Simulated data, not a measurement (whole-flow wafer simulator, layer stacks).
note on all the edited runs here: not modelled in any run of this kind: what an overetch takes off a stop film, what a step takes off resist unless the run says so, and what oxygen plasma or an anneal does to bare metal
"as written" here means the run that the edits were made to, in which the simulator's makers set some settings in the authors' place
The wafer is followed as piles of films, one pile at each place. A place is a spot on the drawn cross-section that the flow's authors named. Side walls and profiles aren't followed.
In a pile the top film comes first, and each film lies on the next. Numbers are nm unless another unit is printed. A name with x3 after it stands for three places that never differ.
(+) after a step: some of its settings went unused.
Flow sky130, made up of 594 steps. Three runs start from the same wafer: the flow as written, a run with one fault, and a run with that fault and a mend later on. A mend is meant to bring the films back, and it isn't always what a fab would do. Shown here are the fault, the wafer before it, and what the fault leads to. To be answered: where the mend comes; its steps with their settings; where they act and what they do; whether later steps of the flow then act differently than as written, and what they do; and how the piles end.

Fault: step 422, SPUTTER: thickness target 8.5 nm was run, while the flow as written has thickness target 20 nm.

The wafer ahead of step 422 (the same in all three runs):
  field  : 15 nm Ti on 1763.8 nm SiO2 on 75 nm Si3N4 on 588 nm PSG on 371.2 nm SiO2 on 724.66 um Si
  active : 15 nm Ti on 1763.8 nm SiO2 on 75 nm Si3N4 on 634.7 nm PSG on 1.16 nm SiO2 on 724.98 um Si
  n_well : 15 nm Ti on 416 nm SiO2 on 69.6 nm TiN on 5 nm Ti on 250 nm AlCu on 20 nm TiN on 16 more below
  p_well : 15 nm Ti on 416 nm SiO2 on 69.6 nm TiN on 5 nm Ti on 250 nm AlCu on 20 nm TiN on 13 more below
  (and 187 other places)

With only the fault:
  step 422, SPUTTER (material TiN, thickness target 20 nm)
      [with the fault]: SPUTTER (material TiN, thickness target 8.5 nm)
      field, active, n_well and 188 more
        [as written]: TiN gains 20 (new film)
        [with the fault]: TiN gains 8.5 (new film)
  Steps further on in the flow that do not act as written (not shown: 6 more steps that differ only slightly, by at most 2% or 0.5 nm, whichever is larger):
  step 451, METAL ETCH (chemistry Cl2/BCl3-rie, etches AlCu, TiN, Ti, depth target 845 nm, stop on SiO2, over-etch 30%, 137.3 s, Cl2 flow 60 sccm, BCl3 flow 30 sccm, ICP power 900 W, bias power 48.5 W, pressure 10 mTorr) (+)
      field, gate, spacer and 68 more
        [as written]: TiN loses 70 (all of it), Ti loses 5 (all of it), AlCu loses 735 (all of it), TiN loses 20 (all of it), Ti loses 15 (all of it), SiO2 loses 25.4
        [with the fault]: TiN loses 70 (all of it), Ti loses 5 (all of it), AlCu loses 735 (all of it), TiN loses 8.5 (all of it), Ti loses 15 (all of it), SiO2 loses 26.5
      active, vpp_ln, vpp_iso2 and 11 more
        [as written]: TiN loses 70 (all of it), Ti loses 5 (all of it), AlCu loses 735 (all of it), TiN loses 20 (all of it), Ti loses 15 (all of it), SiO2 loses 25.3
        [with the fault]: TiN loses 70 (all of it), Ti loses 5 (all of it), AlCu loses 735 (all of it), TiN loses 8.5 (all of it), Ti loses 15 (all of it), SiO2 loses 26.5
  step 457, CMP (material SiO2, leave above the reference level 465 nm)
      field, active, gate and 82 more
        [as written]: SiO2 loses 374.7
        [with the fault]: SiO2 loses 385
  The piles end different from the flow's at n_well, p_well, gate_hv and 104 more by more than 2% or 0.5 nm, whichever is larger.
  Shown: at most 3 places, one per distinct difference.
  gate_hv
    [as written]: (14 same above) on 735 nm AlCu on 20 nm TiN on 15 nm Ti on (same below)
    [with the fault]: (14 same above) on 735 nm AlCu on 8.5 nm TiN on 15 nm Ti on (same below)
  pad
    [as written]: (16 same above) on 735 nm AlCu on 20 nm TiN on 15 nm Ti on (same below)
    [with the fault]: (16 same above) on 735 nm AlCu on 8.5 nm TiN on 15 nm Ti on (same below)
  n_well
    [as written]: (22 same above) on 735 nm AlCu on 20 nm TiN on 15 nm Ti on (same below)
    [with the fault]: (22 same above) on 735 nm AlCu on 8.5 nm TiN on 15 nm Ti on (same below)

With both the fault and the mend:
  The mend follows step 422.
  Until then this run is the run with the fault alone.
  step 422a, SPUTTER (material TiN, thickness target 11.5 nm) (the flow's step 422 again, with other settings)
      field, active, n_well and 188 more
        TiN gains 11.5
  None of the later steps of the flow acts differently than as written at any place that is followed.
  By the end, the piles equal the flow's at every place that both follow.
